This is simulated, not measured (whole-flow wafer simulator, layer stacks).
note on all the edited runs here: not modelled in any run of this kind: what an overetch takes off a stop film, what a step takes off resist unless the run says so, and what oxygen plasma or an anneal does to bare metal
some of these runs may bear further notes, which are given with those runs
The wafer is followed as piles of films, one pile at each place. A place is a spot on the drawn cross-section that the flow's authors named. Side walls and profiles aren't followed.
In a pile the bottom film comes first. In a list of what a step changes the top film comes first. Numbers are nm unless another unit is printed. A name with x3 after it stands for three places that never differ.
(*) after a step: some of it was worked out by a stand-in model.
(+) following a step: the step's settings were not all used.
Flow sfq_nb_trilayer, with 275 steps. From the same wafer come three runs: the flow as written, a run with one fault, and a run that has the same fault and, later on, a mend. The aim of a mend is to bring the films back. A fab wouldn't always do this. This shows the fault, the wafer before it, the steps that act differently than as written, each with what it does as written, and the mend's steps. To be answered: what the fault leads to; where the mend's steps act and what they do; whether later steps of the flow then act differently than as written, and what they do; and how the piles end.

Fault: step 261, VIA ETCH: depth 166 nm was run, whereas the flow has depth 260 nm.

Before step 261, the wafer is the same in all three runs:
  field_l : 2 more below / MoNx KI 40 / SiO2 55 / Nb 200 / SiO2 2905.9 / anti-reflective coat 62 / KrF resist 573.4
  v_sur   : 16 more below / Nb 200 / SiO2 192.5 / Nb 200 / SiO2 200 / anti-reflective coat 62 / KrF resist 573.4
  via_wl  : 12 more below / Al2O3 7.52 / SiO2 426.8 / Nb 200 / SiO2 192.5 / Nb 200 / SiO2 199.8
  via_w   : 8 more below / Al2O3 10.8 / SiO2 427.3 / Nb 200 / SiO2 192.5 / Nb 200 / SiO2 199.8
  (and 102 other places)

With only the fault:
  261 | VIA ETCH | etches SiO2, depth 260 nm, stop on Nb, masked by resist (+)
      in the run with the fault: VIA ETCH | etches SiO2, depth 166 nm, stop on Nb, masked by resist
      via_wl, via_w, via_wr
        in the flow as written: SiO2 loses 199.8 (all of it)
        in the run with the fault: SiO2 loses 166
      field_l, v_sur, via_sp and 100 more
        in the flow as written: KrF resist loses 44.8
        in the run with the fault: KrF resist loses 28.6
  Steps later in the flow that act otherwise than as written (3 more steps, not shown, differ only slightly: by at most 2% or 0.5 nm, whichever is larger):
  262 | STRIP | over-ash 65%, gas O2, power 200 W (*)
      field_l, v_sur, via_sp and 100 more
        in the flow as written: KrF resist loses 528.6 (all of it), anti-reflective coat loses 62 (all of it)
        in the run with the fault: KrF resist loses 544.8 (all of it), anti-reflective coat loses 62 (all of it)
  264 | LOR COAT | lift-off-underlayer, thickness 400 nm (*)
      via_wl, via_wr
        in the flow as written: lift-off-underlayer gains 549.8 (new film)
        in the run with the fault: lift-off-underlayer gains 524.4 (new film)
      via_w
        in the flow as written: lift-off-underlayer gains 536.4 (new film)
        in the run with the fault: lift-off-underlayer gains 513.3 (new film)
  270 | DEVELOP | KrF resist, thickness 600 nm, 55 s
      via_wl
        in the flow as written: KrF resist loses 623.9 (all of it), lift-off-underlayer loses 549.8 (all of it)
        in the run with the fault: KrF resist loses 619.6 (all of it), lift-off-underlayer loses 524.4 (all of it)
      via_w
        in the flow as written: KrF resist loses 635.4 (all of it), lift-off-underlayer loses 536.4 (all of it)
        in the run with the fault: KrF resist loses 629.2 (all of it), lift-off-underlayer loses 513.3 (all of it)
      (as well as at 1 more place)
  The piles end different from the flow's at via_wl, via_w, via_wr by more than 2% or 0.5 nm, whichever is larger.
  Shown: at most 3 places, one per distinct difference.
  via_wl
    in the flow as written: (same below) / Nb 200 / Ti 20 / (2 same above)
    in the run with the fault: (same below) / Nb 200 / SiO2 33.8 / Ti 20 / (2 same above)

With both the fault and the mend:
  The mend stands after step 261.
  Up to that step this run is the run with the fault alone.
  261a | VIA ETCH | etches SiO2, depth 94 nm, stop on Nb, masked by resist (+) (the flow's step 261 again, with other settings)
      field_l, v_sur, via_sp and 100 more
        KrF resist loses 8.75
      via_wl, via_w, via_wr
        SiO2 loses 33.8 (all of it)
  Later steps of the flow that are run all act as written at every place that is followed, up to a difference of at most 2% or 0.5 nm, whichever is larger.
  By the end, the piles equal the flow's at every place that both follow.
